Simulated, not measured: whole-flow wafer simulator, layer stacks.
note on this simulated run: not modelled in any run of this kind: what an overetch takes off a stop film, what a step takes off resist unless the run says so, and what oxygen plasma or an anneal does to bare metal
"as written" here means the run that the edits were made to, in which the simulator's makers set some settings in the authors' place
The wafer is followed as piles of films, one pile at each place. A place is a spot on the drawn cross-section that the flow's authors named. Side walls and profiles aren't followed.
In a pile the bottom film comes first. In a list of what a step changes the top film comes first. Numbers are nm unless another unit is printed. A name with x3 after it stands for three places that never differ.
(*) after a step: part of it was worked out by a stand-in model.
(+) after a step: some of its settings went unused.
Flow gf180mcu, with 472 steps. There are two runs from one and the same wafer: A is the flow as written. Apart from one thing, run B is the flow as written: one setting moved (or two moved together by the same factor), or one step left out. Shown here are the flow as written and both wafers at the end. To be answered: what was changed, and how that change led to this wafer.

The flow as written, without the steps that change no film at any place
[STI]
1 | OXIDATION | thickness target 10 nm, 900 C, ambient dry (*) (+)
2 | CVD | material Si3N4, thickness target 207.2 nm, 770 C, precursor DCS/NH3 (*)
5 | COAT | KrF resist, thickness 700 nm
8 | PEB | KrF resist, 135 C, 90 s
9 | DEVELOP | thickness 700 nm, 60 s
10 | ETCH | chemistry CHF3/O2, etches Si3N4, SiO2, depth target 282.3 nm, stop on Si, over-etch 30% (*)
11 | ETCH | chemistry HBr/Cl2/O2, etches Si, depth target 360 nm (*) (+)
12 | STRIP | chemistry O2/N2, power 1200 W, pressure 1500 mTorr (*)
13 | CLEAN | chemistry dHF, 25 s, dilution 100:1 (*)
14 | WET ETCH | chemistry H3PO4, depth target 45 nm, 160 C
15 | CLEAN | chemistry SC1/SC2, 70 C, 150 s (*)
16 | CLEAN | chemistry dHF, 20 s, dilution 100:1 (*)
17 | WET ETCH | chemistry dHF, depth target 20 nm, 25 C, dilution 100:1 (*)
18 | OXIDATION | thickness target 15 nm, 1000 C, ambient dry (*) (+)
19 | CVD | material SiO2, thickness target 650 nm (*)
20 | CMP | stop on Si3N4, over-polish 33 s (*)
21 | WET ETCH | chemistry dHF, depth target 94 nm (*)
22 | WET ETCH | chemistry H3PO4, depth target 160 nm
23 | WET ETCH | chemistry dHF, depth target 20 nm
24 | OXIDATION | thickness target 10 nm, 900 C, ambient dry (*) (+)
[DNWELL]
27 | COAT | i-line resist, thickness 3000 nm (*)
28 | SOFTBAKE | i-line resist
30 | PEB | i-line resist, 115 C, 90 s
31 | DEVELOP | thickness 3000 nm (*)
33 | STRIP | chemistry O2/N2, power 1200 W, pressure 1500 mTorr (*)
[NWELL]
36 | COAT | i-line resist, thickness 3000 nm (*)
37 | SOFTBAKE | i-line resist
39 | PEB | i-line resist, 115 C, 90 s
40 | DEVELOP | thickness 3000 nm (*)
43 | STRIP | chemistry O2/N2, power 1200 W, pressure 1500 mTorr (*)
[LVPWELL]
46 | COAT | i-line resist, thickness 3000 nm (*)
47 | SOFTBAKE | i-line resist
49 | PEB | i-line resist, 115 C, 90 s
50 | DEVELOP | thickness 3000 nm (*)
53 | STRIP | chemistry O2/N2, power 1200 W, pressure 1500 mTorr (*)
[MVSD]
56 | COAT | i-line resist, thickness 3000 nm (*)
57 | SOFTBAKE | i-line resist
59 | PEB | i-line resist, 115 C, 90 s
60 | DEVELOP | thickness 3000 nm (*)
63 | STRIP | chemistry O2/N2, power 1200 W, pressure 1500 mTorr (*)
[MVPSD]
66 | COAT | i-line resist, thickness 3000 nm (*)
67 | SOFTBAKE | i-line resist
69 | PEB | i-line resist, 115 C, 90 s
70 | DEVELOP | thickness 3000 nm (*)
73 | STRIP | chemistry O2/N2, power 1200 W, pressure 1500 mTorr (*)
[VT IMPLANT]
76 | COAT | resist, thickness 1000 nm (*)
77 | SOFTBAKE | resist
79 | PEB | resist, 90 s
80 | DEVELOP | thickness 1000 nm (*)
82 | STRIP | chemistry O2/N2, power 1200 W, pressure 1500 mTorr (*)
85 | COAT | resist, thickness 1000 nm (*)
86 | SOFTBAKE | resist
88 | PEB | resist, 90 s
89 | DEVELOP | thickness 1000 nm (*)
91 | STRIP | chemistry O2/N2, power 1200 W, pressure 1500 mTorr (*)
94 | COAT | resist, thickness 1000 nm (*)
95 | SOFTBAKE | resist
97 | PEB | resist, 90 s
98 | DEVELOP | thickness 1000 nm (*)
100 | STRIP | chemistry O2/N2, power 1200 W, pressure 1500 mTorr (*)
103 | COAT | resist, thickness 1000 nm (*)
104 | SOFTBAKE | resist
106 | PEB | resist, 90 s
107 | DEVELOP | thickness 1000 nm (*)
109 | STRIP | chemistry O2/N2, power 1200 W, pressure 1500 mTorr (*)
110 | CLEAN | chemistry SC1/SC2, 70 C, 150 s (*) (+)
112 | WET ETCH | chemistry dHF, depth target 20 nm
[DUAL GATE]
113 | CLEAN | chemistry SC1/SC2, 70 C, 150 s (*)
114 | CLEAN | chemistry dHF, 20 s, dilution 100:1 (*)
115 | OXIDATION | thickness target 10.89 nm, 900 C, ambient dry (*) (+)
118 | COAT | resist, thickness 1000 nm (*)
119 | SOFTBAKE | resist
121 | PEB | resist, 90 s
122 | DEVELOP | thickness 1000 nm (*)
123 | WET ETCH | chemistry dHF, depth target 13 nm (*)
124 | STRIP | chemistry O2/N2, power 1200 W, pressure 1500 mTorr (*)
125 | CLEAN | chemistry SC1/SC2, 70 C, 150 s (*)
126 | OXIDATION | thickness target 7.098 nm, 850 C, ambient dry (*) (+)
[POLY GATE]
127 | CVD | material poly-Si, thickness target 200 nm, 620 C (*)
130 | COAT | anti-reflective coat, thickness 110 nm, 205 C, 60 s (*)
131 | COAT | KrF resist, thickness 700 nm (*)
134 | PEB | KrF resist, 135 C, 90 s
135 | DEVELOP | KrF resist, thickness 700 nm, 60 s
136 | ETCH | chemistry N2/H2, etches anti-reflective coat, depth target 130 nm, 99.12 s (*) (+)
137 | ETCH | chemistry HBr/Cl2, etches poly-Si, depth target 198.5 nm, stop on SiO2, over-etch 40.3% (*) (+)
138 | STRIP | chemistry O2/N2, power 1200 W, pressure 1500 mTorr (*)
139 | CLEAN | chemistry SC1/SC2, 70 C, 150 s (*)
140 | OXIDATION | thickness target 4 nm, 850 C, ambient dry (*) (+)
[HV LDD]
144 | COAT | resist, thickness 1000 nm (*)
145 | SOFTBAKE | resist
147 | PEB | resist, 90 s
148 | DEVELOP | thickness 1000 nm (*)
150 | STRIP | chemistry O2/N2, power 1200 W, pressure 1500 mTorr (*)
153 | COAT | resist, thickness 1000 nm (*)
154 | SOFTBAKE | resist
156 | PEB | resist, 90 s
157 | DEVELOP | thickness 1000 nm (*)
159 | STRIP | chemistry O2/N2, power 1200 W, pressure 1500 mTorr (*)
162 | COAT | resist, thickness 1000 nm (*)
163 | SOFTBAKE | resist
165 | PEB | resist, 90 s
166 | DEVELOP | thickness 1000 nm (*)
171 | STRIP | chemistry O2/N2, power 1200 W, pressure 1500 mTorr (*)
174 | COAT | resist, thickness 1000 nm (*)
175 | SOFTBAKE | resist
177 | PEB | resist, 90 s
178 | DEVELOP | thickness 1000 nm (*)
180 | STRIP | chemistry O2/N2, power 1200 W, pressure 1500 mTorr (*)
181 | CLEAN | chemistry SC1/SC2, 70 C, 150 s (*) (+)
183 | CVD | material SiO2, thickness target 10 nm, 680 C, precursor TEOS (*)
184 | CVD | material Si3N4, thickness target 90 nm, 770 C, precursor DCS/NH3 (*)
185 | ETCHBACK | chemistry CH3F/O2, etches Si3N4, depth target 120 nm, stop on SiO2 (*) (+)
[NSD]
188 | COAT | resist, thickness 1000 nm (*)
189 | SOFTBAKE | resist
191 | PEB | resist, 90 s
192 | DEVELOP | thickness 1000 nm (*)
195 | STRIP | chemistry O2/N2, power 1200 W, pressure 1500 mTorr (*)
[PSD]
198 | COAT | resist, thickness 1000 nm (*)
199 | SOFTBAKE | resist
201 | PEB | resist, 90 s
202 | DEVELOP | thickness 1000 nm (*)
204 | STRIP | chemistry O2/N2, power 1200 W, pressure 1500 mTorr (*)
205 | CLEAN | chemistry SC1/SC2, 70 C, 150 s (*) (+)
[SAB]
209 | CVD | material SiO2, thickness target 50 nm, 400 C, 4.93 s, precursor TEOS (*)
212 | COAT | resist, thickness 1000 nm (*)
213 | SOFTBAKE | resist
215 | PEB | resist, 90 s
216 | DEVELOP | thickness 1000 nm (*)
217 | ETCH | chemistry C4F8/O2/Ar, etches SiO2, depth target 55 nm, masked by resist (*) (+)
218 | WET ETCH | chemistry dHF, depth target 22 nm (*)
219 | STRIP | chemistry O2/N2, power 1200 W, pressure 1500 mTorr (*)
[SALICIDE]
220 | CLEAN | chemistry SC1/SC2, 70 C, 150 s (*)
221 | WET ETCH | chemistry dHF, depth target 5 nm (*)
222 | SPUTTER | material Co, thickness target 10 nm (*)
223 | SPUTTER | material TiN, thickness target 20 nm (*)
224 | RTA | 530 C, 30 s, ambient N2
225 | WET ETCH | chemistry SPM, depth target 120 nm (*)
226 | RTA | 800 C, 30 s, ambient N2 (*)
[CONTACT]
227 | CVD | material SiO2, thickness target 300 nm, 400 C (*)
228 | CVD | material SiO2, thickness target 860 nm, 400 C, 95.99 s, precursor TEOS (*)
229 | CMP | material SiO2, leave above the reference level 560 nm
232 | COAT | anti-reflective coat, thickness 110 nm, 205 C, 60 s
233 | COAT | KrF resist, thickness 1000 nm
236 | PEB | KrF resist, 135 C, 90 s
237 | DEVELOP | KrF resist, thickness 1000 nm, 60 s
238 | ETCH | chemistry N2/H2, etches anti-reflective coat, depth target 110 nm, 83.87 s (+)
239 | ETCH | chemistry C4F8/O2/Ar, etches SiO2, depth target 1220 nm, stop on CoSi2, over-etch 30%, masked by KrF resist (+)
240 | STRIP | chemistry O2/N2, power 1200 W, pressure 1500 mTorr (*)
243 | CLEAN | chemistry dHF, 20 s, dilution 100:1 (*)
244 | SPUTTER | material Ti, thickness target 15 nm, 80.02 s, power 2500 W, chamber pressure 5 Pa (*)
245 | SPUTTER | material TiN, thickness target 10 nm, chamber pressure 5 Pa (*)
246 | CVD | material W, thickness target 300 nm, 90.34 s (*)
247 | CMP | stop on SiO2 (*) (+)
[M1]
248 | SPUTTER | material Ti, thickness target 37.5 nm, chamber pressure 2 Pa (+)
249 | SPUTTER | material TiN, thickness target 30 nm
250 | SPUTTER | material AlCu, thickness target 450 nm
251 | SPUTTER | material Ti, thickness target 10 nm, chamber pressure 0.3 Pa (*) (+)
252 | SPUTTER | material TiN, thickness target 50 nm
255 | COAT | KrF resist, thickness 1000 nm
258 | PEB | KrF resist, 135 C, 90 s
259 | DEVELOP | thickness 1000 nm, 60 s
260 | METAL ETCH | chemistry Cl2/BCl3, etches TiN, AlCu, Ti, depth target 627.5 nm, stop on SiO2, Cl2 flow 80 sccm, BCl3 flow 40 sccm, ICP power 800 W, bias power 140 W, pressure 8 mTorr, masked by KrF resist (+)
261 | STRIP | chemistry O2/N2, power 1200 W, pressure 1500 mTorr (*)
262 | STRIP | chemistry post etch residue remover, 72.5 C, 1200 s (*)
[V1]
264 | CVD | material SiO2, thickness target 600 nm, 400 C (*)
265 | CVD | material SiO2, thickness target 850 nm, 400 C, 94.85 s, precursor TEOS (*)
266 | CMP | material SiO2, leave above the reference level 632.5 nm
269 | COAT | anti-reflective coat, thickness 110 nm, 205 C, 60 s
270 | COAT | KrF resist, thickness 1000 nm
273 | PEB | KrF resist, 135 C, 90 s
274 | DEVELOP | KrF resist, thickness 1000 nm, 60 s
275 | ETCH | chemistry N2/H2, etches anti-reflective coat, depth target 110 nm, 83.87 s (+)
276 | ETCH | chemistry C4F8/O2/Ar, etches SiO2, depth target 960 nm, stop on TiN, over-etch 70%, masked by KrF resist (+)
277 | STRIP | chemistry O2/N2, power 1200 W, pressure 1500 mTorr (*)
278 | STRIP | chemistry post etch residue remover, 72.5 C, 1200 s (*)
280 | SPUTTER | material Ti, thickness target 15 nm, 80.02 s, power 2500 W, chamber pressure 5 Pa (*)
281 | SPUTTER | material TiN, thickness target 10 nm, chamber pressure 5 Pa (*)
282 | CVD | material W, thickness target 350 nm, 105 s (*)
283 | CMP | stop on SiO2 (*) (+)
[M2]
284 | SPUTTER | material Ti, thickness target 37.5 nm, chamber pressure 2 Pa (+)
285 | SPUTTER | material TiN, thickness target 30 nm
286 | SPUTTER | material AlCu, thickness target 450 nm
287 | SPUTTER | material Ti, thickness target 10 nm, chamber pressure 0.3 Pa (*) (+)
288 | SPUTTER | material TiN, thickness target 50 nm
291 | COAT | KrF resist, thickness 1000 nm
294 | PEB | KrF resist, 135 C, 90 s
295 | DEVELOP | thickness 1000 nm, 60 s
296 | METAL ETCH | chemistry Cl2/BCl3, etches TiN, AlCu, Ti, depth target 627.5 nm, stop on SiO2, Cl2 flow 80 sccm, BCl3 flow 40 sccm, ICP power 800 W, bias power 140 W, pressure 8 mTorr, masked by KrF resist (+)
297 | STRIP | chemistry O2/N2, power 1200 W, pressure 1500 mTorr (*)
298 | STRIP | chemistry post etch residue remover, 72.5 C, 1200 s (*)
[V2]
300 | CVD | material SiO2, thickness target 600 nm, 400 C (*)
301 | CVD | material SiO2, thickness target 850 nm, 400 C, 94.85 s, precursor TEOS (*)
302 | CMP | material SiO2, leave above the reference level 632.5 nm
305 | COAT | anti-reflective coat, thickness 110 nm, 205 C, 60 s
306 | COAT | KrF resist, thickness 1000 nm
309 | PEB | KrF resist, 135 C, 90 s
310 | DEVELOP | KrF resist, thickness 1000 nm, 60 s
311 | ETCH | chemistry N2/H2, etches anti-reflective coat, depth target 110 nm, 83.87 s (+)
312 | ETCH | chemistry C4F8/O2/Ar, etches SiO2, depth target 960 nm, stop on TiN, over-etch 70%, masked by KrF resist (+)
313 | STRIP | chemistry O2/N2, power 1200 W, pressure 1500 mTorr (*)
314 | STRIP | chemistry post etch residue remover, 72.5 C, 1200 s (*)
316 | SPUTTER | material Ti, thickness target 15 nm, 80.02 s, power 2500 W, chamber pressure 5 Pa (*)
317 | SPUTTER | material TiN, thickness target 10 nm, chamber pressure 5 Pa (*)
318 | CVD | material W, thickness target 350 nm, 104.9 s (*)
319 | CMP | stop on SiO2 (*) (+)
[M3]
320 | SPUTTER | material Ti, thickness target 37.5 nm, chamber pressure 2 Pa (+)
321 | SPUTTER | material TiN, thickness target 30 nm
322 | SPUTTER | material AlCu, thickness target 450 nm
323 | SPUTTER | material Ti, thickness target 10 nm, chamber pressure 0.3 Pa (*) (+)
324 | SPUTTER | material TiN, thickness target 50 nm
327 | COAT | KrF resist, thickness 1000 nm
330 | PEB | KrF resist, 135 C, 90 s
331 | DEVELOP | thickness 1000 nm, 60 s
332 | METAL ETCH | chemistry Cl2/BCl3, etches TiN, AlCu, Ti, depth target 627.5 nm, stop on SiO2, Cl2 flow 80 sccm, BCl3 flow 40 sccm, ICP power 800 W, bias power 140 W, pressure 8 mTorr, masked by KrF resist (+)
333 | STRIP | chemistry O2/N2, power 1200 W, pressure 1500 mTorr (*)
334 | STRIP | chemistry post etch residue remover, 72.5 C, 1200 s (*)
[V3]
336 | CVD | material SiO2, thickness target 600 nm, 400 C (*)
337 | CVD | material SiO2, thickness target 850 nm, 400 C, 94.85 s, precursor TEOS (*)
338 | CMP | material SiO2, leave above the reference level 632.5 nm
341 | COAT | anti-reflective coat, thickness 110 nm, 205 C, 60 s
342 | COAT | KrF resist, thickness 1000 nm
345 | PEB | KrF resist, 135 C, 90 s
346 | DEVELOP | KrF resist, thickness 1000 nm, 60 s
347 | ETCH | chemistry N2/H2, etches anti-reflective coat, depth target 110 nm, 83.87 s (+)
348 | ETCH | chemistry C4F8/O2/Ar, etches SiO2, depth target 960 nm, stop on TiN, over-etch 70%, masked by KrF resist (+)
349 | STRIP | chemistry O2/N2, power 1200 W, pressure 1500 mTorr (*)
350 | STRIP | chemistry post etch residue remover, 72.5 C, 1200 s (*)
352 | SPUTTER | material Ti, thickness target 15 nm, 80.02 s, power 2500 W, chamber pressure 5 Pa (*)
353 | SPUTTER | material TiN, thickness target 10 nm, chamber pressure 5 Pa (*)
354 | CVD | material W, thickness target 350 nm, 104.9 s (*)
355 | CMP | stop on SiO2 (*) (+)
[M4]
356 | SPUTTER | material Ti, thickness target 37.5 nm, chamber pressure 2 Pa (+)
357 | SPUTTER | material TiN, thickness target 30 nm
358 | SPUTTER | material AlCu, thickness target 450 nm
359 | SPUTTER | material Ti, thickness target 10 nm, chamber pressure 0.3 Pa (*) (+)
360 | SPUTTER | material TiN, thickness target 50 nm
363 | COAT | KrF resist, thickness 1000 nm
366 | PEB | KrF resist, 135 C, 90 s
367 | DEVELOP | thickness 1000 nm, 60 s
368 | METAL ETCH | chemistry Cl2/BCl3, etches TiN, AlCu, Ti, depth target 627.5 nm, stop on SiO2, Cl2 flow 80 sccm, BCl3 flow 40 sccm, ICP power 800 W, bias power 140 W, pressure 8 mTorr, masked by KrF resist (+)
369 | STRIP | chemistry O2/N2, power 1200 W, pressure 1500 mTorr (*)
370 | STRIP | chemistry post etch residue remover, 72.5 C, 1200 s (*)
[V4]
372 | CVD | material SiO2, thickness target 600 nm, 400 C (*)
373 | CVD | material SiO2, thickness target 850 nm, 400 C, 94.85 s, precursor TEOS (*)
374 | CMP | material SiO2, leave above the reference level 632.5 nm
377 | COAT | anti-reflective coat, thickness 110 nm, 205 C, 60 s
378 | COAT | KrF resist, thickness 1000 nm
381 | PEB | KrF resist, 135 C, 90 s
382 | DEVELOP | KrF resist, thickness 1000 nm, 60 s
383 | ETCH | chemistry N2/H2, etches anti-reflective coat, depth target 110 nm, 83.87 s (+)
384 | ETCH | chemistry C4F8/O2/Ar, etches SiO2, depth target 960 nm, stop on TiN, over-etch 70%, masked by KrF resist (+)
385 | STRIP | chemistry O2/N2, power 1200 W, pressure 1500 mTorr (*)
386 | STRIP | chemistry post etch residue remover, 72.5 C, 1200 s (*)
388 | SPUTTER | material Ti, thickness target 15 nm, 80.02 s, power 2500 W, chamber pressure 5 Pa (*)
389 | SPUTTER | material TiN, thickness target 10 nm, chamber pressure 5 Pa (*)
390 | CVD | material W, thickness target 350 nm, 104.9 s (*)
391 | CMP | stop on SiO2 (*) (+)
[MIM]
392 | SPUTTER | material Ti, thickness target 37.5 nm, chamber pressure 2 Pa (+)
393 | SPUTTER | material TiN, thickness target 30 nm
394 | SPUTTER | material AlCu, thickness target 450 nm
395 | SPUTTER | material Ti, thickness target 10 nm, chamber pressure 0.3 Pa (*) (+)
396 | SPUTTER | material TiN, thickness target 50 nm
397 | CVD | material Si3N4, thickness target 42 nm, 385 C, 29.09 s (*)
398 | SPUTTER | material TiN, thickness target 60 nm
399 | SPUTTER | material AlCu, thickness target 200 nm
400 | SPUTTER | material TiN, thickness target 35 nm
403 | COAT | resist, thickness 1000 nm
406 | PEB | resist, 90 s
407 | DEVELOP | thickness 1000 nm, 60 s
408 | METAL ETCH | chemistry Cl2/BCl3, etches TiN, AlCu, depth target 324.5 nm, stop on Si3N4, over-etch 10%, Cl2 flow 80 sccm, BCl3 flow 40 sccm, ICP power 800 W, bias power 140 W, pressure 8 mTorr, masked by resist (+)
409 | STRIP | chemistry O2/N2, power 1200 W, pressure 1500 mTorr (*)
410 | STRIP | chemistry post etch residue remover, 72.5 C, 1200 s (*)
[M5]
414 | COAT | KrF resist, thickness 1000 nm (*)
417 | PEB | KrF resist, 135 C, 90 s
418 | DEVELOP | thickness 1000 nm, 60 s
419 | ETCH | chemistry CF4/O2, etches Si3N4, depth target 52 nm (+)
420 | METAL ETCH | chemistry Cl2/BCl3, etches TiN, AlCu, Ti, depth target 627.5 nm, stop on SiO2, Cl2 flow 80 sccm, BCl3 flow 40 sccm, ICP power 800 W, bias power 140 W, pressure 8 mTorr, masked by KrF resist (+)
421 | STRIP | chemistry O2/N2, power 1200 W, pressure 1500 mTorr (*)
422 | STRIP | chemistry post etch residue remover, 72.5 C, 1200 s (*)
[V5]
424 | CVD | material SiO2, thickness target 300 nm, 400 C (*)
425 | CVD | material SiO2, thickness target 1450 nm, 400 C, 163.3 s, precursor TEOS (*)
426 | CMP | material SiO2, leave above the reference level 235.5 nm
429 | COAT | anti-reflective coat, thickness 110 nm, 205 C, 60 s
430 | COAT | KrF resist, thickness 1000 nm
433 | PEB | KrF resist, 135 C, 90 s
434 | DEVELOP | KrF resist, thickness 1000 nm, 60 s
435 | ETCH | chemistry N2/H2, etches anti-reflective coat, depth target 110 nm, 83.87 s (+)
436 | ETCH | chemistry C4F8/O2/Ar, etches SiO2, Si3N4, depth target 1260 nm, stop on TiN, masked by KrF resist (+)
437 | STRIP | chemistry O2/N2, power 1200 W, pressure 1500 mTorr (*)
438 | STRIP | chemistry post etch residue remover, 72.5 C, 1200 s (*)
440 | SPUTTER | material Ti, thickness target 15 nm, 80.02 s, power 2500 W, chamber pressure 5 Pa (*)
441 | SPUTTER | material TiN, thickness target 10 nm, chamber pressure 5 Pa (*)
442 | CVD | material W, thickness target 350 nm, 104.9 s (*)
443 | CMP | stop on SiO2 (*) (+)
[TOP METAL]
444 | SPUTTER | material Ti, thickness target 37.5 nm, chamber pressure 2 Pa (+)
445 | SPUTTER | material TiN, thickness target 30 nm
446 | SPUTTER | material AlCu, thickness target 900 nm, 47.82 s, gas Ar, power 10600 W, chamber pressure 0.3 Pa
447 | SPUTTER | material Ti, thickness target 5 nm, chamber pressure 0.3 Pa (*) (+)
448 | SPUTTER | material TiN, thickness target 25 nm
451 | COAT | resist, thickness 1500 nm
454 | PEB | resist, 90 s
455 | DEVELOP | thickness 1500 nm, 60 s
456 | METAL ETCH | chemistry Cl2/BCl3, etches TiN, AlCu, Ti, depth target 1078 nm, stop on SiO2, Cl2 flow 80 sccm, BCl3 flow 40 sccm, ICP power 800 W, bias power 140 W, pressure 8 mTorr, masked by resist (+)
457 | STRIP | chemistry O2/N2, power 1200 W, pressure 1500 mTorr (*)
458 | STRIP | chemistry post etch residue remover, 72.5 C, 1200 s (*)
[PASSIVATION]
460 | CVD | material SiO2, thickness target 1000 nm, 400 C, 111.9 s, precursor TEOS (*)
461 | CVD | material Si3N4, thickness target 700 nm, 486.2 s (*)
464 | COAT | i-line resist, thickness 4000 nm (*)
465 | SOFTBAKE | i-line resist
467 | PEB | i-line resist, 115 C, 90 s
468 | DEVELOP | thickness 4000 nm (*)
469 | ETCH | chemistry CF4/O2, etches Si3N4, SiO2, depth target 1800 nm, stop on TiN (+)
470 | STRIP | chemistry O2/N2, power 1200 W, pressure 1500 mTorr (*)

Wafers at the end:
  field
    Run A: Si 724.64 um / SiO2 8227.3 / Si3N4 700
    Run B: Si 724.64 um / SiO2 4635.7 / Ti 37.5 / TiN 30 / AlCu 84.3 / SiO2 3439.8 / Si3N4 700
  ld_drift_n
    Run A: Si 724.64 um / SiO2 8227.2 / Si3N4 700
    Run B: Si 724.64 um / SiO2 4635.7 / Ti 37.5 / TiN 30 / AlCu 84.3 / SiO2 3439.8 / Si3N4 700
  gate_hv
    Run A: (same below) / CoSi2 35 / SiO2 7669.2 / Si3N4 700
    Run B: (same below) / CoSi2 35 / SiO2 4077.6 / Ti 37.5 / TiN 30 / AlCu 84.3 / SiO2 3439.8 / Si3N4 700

The reason: step 368, METAL ETCH: depth target 420 nm was run, whereas the flow has depth target 627.5 nm.

How this came from the change, step by step:
  368 | METAL ETCH | chemistry Cl2/BCl3, etches TiN, AlCu, Ti, depth target 627.5 nm, stop on SiO2, Cl2 flow 80 sccm, BCl3 flow 40 sccm, ICP power 800 W, bias power 140 W, pressure 8 mTorr, masked by KrF resist (+)
      field, field__w1, field__w2 and 103 more: A TiN loses 50 (all of it), Ti loses 10 (all of it), AlCu loses 450 (all of it), TiN loses 30 (all of it), Ti loses 37.5 (all of it) | B TiN loses 50 (all of it), Ti loses 10 (all of it), AlCu loses 360
      field__w8, contact, m1, m1__w1, m1_nw: A KrF resist loses 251 | B KrF resist loses 168
  369 | STRIP | chemistry O2/N2, power 1200 W, pressure 1500 mTorr (*)
      field__w8, contact, m1, m1__w1, m1_nw: A KrF resist loses 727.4 (all of it) | B KrF resist loses 810.4 (all of it)
  370 | STRIP | chemistry post etch residue remover, 72.5 C, 1200 s (*)
      field, field__w1, field__w2 and 103 more: A nothing | B AlCu loses 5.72
  372 | CVD | material SiO2, thickness target 600 nm, 400 C (*)
      field, field__w1, field__w2 and 103 more: A SiO2 gains 600 | B SiO2 gains 600 (new film)
  374 | CMP | material SiO2, leave above the reference level 632.5 nm
      field, field__w1, field__w2 and 103 more: A SiO2 loses 300 | B SiO2 loses 451.8
Taking metal films that touch as one body, field has 1 body; the flow as written gives 0 bodies.
Taking metal films that touch as one body, ld_drift_n has 1 body; the flow as written gives 0 bodies.
Taking metal films that touch as one body, gate_hv has 2 bodies (between them, from the top down: SiO2 4077.6); the flow as written gives 1 body.
